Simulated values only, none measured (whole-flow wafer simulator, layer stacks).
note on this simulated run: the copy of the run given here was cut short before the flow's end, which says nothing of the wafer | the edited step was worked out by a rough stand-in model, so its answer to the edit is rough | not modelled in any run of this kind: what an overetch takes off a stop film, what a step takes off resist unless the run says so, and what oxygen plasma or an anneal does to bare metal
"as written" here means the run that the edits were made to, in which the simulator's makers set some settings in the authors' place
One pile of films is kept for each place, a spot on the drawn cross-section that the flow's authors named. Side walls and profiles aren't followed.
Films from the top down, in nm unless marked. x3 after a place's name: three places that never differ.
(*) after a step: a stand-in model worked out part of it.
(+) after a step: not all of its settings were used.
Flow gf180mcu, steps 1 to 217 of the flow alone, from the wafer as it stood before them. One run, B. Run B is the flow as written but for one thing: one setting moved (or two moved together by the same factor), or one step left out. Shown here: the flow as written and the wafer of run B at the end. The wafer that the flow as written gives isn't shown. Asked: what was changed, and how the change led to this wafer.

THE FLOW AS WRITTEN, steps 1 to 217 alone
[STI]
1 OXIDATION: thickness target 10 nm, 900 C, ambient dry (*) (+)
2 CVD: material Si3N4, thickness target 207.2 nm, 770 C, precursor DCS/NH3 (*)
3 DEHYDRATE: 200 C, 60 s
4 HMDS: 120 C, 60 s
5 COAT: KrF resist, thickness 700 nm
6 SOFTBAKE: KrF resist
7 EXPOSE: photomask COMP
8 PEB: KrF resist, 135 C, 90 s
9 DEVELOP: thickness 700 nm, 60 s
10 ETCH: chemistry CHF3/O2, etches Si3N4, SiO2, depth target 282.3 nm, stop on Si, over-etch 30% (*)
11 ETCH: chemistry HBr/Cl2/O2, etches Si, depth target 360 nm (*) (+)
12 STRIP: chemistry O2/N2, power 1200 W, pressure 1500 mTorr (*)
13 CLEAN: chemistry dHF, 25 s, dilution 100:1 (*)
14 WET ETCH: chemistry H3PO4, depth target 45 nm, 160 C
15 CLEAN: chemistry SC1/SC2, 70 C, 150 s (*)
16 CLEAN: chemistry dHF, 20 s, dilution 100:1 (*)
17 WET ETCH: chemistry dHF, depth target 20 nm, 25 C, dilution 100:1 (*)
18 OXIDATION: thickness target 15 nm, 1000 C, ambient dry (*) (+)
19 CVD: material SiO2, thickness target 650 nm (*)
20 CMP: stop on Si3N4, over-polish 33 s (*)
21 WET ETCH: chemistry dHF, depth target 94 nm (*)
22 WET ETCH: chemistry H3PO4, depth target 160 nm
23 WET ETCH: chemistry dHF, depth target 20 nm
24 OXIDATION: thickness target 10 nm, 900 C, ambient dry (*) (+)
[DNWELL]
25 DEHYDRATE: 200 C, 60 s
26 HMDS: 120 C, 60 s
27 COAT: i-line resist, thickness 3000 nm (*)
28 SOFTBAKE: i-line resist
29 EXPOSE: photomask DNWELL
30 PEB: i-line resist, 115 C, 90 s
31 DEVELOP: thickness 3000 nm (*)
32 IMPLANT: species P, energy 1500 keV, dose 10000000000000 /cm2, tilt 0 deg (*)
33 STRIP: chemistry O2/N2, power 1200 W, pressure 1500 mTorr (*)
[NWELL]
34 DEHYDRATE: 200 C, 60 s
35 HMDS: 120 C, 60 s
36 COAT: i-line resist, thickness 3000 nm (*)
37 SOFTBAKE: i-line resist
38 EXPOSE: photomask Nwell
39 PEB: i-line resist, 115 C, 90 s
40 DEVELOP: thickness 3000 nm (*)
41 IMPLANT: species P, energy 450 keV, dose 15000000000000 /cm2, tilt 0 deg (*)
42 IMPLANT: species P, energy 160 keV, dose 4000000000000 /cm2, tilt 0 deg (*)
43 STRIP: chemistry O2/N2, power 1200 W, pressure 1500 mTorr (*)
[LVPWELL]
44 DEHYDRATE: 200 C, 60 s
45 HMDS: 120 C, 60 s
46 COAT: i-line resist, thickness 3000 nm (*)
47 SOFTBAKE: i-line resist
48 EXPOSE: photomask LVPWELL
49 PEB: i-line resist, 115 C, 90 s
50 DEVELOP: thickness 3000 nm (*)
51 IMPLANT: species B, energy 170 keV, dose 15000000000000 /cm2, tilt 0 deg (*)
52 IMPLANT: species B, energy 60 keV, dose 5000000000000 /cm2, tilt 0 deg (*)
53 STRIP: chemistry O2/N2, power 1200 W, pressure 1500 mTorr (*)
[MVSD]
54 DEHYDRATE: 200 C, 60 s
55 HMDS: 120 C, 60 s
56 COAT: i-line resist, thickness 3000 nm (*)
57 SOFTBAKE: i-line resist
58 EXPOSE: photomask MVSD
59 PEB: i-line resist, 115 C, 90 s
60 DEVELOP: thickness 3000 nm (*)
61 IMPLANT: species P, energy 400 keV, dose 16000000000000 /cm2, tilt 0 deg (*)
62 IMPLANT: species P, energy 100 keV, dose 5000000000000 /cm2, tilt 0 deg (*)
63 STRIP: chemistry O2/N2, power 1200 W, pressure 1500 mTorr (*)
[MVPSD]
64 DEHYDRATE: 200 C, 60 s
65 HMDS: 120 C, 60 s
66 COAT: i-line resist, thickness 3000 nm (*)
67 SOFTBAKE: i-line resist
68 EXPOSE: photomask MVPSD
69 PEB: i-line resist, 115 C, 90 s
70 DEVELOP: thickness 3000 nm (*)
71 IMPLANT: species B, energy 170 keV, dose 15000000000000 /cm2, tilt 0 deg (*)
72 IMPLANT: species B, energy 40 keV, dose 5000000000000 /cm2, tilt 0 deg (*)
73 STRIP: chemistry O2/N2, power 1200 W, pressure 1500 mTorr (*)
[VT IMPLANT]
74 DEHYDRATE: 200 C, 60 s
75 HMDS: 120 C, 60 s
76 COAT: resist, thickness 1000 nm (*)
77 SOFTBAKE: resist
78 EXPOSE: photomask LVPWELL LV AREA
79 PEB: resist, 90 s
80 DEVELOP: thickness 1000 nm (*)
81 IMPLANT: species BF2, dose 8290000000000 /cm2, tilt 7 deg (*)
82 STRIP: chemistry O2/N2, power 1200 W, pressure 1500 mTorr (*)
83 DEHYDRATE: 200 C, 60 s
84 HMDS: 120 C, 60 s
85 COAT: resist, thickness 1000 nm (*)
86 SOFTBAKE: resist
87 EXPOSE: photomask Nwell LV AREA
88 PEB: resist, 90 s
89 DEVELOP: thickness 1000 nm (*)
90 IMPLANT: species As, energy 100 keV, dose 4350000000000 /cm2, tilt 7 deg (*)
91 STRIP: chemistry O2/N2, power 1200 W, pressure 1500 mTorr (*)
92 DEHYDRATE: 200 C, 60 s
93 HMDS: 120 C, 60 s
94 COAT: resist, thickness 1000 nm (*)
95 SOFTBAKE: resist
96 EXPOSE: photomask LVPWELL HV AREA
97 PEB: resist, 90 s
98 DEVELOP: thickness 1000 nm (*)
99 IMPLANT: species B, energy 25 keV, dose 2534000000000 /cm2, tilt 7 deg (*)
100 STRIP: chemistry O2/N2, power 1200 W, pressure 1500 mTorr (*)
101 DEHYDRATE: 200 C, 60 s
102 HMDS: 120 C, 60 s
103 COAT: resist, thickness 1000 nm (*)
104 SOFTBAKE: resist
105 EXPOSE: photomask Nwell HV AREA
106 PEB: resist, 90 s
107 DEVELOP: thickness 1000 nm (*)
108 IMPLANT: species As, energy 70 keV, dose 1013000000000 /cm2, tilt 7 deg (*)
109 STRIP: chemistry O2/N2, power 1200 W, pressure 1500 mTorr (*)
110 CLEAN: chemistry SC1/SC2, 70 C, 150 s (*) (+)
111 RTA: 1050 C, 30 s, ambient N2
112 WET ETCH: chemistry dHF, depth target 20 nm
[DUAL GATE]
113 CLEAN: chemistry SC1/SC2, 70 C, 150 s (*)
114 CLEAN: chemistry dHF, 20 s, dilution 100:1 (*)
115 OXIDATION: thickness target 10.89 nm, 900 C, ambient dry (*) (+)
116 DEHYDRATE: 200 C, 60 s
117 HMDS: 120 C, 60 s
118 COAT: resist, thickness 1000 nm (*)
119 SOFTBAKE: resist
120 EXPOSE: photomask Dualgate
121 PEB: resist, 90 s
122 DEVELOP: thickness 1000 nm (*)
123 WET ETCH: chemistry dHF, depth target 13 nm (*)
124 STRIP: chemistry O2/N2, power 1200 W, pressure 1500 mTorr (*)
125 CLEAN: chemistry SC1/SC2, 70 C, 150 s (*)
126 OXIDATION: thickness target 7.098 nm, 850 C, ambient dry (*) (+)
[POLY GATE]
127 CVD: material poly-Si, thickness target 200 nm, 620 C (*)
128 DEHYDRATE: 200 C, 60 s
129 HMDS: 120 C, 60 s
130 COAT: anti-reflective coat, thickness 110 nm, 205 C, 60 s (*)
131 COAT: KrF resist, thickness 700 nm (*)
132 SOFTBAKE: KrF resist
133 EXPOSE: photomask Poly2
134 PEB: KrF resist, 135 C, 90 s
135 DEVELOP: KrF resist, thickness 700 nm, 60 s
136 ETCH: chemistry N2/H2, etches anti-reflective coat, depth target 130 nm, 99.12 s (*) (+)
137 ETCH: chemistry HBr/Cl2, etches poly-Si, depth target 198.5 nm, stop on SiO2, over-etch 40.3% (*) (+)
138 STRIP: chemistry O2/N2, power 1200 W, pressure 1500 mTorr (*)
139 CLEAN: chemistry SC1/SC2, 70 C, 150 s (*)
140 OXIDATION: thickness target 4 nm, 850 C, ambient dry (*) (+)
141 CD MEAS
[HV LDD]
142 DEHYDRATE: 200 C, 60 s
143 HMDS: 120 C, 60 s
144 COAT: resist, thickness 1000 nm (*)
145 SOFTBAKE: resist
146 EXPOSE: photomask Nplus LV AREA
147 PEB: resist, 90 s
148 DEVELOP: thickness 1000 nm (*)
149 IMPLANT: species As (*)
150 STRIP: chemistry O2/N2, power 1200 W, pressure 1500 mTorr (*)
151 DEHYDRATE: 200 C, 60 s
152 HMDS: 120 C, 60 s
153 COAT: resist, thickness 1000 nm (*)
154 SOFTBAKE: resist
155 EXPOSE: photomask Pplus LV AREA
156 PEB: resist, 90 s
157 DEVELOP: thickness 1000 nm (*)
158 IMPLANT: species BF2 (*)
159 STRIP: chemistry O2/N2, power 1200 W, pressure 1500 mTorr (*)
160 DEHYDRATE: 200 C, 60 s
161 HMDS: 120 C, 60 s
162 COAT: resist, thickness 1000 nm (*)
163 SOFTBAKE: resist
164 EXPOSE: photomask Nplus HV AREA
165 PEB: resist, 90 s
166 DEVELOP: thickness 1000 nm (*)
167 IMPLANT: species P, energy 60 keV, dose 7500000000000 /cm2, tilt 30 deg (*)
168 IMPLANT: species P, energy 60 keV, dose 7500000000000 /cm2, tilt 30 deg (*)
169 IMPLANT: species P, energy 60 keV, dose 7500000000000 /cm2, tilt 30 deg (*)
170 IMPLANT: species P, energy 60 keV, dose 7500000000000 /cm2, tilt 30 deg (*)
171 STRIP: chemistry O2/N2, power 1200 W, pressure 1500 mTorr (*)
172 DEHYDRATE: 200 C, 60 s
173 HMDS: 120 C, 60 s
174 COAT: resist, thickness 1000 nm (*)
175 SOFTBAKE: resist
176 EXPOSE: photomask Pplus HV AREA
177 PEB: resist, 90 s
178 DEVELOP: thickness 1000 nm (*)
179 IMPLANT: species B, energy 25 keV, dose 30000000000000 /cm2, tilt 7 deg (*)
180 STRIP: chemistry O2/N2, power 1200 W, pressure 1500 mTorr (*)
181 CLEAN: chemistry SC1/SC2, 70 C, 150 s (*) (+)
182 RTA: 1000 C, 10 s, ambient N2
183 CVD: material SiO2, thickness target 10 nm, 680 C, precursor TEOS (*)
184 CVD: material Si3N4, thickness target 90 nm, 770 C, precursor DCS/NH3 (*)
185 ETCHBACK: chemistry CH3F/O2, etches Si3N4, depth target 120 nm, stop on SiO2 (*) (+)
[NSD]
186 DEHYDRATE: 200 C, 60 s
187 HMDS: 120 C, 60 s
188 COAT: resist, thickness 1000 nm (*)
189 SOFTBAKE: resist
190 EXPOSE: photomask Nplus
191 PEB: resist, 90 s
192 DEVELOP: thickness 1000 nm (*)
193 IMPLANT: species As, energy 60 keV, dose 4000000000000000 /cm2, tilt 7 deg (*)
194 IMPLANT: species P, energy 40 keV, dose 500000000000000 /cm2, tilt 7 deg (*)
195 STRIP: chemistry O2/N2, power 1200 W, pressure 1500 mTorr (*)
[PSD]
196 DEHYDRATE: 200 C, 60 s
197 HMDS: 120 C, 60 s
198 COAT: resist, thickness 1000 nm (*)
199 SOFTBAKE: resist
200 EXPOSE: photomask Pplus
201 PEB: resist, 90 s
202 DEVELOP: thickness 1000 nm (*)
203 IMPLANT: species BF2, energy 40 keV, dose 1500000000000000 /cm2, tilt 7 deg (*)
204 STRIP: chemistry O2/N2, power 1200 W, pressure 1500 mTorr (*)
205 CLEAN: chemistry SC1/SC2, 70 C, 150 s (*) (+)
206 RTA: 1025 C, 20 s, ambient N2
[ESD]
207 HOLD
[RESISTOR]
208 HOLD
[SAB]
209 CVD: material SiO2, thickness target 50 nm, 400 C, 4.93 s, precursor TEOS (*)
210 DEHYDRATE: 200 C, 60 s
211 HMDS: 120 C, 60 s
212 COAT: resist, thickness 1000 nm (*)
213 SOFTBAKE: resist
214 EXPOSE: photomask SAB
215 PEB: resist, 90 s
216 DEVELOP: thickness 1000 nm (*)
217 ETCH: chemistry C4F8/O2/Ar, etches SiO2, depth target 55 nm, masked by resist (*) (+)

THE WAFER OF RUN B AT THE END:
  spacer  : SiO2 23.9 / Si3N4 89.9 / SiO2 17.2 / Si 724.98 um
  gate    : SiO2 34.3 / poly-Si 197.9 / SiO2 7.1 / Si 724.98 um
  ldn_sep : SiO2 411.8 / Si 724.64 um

The cause: step 209, CVD: 7.888 s was run, where the flow has 4.93 s.

How the change led to this, step by step:
  209 CVD: material SiO2, thickness target 50 nm, 400 C, 4.93 s, precursor TEOS (*)
      field, field__w7, field__w8 and 73 more: SiO2 +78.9 (as written it would be: SiO2 +50)
      field_sub, field_sub__w2, ld_drn_n, ld_sd_p: SiO2 +77 (as written it would be: SiO2 +48.8)
      (and at 29 more places)
  217 ETCH: chemistry C4F8/O2/Ar, etches SiO2, depth target 55 nm, masked by resist (*) (+)
      spacer: SiO2 -55 (as written it would be: SiO2 -50 (all of it), Si3N4 -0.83)
